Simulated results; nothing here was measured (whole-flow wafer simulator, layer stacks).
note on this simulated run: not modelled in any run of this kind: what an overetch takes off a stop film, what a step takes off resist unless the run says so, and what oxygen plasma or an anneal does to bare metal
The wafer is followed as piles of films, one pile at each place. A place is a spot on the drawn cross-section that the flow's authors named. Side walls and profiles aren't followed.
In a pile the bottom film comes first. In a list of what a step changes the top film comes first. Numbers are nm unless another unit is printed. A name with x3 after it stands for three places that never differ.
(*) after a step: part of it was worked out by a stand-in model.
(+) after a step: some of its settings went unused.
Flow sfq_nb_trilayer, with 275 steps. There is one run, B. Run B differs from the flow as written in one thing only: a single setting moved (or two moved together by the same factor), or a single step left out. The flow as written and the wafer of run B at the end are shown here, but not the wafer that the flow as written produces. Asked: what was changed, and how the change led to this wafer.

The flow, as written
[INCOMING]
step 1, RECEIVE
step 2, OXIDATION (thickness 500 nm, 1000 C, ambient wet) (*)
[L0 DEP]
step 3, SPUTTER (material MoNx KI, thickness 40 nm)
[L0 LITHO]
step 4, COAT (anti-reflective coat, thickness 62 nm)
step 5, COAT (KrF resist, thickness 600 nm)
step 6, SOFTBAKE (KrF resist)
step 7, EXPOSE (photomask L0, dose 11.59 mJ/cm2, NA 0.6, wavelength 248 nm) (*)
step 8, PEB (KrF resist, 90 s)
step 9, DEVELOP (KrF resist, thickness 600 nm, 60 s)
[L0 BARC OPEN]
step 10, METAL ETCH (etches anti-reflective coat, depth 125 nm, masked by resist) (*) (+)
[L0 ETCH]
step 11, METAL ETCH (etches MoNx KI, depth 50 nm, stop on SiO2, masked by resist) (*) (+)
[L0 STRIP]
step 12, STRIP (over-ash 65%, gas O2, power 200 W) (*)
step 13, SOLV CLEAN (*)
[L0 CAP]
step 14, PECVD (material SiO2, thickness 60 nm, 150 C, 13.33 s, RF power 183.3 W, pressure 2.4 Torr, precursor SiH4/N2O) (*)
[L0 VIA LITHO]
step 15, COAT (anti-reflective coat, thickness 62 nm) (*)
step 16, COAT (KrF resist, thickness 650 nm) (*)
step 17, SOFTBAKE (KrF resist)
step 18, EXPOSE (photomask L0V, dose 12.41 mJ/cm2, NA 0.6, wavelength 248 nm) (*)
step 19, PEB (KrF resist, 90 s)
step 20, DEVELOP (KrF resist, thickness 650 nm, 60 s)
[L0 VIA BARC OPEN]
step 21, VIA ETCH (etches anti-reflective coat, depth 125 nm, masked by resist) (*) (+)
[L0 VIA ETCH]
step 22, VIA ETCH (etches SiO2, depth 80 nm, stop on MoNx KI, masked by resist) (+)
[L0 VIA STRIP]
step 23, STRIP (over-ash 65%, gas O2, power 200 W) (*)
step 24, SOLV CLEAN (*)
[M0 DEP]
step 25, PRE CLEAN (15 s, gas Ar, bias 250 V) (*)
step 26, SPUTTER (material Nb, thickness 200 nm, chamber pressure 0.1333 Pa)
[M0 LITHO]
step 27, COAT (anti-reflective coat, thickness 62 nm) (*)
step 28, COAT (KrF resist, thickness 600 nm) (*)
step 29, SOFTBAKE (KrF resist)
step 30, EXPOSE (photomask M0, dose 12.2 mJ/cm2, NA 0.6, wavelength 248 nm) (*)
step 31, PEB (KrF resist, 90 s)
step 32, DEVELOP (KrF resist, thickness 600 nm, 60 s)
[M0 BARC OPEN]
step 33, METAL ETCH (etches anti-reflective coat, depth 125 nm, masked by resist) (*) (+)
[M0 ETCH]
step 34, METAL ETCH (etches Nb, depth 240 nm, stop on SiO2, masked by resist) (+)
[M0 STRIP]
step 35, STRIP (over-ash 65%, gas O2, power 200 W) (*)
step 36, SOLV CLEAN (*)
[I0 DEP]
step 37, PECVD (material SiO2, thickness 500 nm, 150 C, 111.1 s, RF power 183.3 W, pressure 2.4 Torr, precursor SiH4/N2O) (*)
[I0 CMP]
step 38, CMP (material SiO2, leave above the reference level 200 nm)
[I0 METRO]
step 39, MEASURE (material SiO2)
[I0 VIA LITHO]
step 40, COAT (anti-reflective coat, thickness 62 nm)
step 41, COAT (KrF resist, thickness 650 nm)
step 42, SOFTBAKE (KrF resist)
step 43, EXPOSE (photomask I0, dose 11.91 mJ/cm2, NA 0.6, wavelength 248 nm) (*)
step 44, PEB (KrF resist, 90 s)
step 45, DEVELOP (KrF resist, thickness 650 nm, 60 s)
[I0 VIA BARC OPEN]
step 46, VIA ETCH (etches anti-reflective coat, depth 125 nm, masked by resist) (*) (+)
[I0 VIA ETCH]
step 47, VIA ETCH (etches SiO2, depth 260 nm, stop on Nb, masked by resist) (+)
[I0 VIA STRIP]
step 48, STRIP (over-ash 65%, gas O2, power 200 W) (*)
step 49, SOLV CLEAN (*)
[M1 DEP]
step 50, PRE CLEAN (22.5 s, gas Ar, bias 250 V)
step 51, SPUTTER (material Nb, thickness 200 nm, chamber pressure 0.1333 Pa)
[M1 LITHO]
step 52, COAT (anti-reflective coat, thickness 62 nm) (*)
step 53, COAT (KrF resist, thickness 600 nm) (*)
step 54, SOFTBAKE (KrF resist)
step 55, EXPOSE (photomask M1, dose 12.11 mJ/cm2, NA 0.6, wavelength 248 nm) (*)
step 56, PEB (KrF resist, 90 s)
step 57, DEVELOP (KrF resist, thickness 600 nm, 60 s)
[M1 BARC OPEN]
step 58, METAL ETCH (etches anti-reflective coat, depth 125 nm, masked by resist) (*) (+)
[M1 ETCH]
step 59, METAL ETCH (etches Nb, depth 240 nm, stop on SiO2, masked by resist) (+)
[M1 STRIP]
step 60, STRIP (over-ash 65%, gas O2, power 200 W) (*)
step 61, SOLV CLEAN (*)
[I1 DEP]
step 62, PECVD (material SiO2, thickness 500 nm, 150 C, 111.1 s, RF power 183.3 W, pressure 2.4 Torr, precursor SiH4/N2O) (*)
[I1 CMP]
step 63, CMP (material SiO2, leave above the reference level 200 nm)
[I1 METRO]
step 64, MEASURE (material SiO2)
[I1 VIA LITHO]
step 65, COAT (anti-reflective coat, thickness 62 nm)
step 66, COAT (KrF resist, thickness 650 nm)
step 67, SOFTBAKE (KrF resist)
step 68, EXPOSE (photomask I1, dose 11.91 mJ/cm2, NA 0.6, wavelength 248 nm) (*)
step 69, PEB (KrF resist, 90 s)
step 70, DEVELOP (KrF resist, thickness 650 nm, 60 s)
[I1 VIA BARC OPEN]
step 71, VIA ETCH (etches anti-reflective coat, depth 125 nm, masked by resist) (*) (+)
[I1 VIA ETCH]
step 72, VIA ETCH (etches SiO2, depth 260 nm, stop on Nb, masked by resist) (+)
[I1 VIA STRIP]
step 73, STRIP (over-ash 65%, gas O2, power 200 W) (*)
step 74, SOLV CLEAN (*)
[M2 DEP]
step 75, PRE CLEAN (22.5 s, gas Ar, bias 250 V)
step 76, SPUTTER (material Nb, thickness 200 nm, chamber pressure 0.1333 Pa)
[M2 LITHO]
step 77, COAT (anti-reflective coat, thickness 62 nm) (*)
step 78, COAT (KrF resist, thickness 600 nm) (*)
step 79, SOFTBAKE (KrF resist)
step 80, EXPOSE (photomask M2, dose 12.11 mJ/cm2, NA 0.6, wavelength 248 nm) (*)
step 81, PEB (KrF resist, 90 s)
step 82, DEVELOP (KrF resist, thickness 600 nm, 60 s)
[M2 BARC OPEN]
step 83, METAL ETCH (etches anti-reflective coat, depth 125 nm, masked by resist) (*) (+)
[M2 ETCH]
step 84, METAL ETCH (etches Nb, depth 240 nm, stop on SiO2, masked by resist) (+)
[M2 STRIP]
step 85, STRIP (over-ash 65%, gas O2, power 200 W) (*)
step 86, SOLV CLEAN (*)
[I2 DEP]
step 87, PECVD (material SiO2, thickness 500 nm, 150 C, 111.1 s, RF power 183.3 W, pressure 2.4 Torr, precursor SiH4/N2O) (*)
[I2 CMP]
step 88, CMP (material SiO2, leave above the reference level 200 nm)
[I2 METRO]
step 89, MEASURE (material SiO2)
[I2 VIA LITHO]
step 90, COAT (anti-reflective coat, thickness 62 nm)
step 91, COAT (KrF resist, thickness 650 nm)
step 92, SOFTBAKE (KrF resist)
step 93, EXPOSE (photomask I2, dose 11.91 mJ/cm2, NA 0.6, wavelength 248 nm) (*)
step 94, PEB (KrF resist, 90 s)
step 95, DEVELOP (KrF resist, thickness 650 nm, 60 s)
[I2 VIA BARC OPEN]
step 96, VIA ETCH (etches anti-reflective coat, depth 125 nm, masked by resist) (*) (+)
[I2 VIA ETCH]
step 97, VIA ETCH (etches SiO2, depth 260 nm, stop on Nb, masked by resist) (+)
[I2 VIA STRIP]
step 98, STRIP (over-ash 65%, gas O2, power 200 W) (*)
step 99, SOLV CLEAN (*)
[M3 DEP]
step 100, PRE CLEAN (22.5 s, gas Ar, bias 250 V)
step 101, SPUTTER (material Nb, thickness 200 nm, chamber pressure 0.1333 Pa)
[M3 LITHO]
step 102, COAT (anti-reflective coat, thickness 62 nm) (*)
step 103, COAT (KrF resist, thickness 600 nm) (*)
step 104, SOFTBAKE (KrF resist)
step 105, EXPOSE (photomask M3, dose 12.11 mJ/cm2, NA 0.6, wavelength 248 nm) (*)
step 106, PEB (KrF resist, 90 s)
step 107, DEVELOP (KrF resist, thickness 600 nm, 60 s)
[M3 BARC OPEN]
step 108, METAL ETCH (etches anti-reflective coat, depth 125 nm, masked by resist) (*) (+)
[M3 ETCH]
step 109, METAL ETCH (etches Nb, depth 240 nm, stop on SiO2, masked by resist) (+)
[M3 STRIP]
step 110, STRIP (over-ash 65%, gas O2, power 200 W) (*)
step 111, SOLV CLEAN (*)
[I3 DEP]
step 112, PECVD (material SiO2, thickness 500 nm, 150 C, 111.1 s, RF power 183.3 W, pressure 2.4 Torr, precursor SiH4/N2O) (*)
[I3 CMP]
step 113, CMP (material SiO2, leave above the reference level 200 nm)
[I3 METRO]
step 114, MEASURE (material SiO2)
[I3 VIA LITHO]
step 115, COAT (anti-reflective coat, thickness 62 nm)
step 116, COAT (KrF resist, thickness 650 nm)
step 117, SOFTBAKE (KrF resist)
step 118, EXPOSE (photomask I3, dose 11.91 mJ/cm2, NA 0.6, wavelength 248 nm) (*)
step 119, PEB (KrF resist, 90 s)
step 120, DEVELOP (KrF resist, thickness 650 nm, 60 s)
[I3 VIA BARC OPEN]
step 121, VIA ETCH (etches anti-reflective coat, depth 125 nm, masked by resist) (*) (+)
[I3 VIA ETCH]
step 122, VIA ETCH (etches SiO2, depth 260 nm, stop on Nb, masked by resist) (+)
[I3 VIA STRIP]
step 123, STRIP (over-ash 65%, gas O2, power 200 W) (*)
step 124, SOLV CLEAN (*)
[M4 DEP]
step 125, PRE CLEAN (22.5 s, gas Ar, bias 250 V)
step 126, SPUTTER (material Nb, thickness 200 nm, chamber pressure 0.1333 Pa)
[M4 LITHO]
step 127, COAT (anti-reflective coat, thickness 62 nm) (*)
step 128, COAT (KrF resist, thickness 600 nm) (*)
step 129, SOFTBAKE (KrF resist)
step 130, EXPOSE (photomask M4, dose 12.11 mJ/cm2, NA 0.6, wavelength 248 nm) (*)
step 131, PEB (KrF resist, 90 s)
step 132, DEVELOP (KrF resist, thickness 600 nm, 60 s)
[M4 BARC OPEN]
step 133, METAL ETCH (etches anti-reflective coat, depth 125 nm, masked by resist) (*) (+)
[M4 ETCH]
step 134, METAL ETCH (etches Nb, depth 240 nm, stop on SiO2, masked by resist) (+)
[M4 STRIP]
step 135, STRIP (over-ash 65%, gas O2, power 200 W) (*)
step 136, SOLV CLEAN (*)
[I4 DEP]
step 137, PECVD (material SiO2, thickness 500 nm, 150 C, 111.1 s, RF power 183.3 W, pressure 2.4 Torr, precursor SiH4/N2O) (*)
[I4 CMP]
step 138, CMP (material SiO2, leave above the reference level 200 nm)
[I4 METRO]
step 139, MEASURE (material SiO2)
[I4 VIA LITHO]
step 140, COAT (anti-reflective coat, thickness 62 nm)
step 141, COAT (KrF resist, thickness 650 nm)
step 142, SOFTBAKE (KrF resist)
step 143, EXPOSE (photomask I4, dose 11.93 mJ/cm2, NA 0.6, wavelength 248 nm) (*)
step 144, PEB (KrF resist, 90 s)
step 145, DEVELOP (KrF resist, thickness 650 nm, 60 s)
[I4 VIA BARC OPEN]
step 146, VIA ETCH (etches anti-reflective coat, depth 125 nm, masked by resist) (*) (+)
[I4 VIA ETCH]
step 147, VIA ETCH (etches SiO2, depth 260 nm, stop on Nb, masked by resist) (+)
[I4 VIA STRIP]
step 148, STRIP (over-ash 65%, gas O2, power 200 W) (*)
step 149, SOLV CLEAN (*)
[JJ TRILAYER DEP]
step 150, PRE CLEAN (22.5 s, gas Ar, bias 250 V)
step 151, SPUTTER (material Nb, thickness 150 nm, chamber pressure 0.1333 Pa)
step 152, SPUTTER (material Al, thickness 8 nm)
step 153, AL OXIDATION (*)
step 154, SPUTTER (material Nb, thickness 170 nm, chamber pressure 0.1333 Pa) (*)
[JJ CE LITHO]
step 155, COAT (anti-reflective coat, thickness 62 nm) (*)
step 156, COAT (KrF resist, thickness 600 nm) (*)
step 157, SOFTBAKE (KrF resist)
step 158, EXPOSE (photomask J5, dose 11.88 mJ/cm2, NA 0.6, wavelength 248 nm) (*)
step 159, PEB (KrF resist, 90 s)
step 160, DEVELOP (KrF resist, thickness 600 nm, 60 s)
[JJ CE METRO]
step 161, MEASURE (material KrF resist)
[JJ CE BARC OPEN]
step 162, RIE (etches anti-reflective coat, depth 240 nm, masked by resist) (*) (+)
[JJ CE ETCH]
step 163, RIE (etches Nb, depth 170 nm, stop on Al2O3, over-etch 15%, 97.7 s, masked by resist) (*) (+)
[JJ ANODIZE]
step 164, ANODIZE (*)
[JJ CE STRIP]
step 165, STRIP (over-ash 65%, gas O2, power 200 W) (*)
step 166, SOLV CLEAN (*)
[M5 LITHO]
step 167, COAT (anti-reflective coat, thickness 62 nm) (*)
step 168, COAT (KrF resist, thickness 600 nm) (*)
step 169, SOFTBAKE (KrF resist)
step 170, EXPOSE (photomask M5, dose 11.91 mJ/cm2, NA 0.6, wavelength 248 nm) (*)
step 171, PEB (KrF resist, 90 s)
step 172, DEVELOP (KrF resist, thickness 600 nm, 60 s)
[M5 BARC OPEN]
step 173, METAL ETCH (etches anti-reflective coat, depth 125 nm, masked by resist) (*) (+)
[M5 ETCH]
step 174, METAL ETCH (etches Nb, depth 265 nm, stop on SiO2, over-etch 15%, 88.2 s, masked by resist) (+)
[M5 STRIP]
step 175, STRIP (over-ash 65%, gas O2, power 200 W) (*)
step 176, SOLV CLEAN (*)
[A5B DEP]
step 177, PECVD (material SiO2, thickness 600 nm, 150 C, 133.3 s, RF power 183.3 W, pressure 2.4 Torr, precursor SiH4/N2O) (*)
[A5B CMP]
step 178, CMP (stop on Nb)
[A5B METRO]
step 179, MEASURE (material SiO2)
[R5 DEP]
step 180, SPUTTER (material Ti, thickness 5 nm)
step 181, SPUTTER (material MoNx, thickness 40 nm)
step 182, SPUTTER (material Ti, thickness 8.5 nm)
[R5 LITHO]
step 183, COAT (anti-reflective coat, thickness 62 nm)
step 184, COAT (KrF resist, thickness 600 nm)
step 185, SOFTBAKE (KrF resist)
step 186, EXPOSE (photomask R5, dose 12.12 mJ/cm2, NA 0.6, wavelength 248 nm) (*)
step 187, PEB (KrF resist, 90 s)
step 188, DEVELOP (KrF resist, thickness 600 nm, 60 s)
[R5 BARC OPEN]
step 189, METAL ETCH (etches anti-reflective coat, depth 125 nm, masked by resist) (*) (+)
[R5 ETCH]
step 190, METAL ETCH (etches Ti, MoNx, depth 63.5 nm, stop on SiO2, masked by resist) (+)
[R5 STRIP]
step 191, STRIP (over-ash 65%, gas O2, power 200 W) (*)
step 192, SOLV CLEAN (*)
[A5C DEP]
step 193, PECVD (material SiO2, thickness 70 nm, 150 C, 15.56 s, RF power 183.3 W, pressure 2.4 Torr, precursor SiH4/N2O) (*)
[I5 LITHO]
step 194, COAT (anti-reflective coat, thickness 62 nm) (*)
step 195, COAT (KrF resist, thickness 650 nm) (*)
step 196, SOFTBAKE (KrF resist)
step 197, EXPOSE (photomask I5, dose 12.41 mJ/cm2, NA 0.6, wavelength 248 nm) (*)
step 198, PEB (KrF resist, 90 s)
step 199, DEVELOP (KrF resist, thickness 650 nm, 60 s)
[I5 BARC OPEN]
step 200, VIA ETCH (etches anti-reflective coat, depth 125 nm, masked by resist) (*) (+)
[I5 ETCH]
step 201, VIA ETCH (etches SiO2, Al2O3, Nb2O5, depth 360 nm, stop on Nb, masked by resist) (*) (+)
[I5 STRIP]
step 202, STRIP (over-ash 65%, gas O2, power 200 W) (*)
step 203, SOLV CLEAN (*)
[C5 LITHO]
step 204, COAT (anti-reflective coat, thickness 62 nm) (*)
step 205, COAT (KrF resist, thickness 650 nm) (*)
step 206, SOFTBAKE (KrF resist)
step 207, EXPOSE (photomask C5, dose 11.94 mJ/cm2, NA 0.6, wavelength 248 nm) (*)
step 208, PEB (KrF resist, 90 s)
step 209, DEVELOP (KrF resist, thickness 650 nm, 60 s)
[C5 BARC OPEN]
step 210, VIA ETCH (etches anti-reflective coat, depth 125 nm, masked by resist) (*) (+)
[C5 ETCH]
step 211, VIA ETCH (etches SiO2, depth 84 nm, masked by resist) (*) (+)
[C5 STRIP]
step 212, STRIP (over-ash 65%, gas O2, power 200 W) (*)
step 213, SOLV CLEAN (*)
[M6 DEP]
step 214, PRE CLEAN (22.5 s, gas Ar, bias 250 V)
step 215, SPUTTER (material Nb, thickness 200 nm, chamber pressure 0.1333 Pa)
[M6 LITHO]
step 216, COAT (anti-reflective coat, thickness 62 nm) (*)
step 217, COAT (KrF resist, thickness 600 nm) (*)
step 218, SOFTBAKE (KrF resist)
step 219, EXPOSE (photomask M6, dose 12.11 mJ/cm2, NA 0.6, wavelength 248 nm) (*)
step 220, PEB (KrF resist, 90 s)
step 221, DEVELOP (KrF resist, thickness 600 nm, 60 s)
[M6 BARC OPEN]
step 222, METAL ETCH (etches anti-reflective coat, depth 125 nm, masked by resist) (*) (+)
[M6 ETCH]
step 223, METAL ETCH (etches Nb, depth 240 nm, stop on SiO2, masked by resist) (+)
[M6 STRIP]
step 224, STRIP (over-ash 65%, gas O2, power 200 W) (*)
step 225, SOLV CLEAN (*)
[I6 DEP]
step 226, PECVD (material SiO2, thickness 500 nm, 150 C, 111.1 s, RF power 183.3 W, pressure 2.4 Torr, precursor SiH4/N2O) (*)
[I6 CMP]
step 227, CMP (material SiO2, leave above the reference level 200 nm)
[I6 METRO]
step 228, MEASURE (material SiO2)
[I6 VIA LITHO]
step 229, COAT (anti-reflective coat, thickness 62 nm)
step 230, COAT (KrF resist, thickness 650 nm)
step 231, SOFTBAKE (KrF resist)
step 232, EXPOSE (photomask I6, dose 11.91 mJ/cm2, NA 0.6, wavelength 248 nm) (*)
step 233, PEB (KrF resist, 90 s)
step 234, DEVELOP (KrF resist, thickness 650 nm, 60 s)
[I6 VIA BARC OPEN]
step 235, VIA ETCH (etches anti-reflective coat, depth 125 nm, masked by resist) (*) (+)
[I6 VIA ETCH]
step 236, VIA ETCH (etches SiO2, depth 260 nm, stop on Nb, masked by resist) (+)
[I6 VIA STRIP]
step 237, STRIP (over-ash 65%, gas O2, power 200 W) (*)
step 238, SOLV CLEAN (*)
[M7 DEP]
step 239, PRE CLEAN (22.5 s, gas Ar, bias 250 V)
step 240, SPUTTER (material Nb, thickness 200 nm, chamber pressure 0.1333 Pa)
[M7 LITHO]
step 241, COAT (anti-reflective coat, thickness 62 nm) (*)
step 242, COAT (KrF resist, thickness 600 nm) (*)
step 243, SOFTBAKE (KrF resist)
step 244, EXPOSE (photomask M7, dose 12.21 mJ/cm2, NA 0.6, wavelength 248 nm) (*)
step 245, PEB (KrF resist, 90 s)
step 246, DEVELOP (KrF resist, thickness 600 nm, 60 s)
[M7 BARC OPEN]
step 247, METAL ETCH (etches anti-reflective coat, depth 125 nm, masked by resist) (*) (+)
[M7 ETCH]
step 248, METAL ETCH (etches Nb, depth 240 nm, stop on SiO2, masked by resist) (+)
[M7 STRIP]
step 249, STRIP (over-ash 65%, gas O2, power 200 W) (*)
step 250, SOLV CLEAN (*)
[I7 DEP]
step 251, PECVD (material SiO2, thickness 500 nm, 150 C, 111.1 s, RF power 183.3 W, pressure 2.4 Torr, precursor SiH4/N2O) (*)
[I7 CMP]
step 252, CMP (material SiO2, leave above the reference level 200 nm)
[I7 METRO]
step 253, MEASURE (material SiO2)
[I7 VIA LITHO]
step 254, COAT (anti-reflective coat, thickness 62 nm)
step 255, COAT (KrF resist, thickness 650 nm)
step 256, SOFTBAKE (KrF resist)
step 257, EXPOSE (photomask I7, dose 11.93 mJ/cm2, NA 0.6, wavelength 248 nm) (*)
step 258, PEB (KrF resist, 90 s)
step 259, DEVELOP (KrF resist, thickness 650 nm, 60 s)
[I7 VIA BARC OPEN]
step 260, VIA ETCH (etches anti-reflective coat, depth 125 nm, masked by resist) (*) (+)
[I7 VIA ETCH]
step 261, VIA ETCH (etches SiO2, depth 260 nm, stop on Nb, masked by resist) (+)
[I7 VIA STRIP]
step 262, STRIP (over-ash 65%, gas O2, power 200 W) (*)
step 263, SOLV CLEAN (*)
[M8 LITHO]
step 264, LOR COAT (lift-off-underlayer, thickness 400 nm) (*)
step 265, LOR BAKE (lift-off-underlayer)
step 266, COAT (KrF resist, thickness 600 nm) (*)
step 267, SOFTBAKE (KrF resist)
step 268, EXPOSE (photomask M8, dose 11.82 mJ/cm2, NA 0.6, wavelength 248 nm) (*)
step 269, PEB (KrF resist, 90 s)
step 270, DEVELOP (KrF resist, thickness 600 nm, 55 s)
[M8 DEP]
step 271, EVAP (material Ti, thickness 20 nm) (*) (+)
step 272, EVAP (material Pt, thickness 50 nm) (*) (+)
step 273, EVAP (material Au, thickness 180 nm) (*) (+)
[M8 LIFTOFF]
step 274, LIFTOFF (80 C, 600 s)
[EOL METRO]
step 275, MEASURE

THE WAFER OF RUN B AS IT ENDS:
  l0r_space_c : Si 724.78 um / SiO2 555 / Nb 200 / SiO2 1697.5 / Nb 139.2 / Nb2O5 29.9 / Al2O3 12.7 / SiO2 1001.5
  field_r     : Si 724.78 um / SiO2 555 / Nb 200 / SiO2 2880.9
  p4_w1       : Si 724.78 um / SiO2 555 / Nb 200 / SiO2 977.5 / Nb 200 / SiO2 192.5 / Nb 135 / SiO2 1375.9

Cause: step 126, SPUTTER: thickness 135 nm was run, while the flow as written has thickness 200 nm.
The wafer lets one read it off: p4_w1 has Nb 135, and step 126 as written asks for 200 nm.

Step by step, how the change led to this:
  step 126, SPUTTER (material Nb, thickness 200 nm, chamber pressure 0.1333 Pa)
      field_l, v_sur, via_wl and 102 more: Nb gains 135 (new film) (as written it would have been: Nb gains 200 (new film))
      via_v: Nb gains 111.4 (as written it would have been: Nb gains 165.5)
  step 127, COAT (anti-reflective coat, thickness 62 nm) (*)
      via_v: anti-reflective coat gains 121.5 (new film) (as written it would have been: anti-reflective coat gains 124.8 (new film))
  step 134, METAL ETCH (etches Nb, depth 240 nm, stop on SiO2, masked by resist) (+)
      field_l, be, be_sur and 64 more: Nb loses 135 (all of it) (as written it would have been: Nb loses 200 (all of it))
      v_sur, via_wl, via_w and 36 more: KrF resist loses 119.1 (as written it would have been: KrF resist loses 141.2)
  step 135, STRIP (over-ash 65%, gas O2, power 200 W) (*)
      p4_fl, p4_fm, p4_w1 and 26 more: KrF resist loses 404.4 (all of it), anti-reflective coat loses 62 (all of it) (as written it would have been: KrF resist loses 382.4 (all of it), anti-reflective coat loses 62 (all of it))
      ln_m5, lsp_m, ln_m6: KrF resist loses 404 (all of it), anti-reflective coat loses 61.8 (all of it) (as written it would have been: KrF resist loses 381.9 (all of it), anti-reflective coat loses 61.8 (all of it))
      (as well as at 7 more places)
  step 137, PECVD (material SiO2, thickness 500 nm, 150 C, 111.1 s, RF power 183.3 W, pressure 2.4 Torr, precursor SiH4/N2O) (*)
      p3_s0, p3_s1, p3_s2, p3_s3, p3_s4, p3_s5: SiO2 gains 500 (as written it would have been: SiO2 gains 557.1)
      via_v: SiO2 gains 597.5 (new film) (as written it would have been: SiO2 gains 615 (new film))
  step 138, CMP (material SiO2, leave above the reference level 200 nm)
      field_l, be, be_sur and 55 more: SiO2 loses 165 (as written it would have been: SiO2 loses 100)
      p3_s0, p3_s1, p3_s2, p3_s3, p3_s4, p3_s5: SiO2 loses 165 (as written it would have been: SiO2 loses 157.1)
      (as well as at 4 more places)
